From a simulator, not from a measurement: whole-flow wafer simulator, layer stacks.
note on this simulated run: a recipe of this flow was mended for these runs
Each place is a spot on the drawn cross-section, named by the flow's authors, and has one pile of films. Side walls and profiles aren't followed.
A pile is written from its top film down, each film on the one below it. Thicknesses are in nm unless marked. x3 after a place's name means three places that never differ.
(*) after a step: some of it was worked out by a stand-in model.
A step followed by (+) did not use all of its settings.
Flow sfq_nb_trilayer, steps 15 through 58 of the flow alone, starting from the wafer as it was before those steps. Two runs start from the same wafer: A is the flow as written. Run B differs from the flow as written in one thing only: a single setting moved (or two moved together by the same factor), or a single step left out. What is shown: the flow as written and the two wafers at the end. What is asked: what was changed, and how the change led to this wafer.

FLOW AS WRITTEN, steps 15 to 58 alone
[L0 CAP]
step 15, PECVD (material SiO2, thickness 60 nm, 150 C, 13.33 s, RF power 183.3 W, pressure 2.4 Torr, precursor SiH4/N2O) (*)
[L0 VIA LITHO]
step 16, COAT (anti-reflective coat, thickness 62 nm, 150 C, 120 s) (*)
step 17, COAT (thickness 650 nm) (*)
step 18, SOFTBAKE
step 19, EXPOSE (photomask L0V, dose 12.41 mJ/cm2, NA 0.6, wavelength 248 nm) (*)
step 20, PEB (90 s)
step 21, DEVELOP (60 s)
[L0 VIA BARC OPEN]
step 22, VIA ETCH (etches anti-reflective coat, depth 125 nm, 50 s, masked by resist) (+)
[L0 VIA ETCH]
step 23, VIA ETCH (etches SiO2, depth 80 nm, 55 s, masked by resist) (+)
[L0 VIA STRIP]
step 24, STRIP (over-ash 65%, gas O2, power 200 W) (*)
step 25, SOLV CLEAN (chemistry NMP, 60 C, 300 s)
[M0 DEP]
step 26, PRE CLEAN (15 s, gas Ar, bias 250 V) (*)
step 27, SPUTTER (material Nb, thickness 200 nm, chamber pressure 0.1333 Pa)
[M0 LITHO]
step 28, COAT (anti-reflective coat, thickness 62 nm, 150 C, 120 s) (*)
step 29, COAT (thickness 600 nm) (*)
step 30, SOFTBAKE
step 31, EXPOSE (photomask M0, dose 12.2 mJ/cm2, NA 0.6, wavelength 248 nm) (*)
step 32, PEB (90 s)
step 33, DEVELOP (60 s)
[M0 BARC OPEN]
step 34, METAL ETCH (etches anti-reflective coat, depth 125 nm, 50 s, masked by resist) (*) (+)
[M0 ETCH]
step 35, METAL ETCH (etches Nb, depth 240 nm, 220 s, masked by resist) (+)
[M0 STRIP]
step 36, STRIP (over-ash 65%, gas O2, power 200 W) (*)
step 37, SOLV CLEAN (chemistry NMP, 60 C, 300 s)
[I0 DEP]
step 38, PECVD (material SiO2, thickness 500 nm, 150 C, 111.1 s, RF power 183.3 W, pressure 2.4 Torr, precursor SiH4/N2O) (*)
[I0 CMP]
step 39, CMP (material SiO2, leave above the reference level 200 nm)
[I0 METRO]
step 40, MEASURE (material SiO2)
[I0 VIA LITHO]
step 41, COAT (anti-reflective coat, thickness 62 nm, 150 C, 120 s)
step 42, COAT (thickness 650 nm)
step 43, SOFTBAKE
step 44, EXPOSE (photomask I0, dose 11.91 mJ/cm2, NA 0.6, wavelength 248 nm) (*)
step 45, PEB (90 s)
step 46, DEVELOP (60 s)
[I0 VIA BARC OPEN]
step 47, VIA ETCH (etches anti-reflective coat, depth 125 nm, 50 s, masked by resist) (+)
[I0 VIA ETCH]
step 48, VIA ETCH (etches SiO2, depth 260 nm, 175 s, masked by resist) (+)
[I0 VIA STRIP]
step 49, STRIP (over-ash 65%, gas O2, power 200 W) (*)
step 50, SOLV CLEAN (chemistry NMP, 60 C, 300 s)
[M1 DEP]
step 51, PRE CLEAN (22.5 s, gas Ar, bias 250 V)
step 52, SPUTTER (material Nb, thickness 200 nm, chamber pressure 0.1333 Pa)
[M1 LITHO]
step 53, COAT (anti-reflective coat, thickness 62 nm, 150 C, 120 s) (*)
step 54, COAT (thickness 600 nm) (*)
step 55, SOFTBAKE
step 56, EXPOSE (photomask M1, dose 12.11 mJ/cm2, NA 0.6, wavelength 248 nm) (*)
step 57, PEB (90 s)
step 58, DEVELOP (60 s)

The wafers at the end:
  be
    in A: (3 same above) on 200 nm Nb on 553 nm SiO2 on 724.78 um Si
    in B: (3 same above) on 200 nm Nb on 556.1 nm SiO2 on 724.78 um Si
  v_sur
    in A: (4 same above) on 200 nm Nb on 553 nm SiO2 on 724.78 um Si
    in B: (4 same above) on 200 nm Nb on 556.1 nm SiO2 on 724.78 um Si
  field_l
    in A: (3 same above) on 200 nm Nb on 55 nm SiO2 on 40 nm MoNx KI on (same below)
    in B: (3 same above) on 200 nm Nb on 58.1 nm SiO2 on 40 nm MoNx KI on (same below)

Cause: step 15, PECVD: RF power 202.9 W was run, though the flow has RF power 183.3 W.

Step by step, how the change led to this:
  step 15, PECVD (material SiO2, thickness 60 nm, 150 C, 13.33 s, RF power 183.3 W, pressure 2.4 Torr, precursor SiH4/N2O) (*)
      v_sur, via_wl, via_w and 97 more: A SiO2 gains 60 | B SiO2 gains 63.1
      field_l, l0_sur, l0v, l0r_line_l, l0r_line_c, l0r_line_r: A SiO2 gains 60 (new film) | B SiO2 gains 63.1 (new film)
  step 23, VIA ETCH (etches SiO2, depth 80 nm, 55 s, masked by resist) (+)
      l0v: A SiO2 loses 59.7 (all of it), MoNx KI loses 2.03 | B SiO2 loses 62.8 (all of it), MoNx KI loses 1.72
  step 28, COAT (anti-reflective coat, thickness 62 nm, 150 C, 120 s) (*)
      l0_sur: A anti-reflective coat gains 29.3 (new film) | B anti-reflective coat gains 28.3 (new film)
  step 36, STRIP (over-ash 65%, gas O2, power 200 W) (*)
      l0_sur: A KrF-resist-other-grade loses 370 (all of it), anti-reflective coat loses 29.3 (all of it) | B KrF-resist-other-grade loses 370.4 (all of it), anti-reflective coat loses 28.3 (all of it)
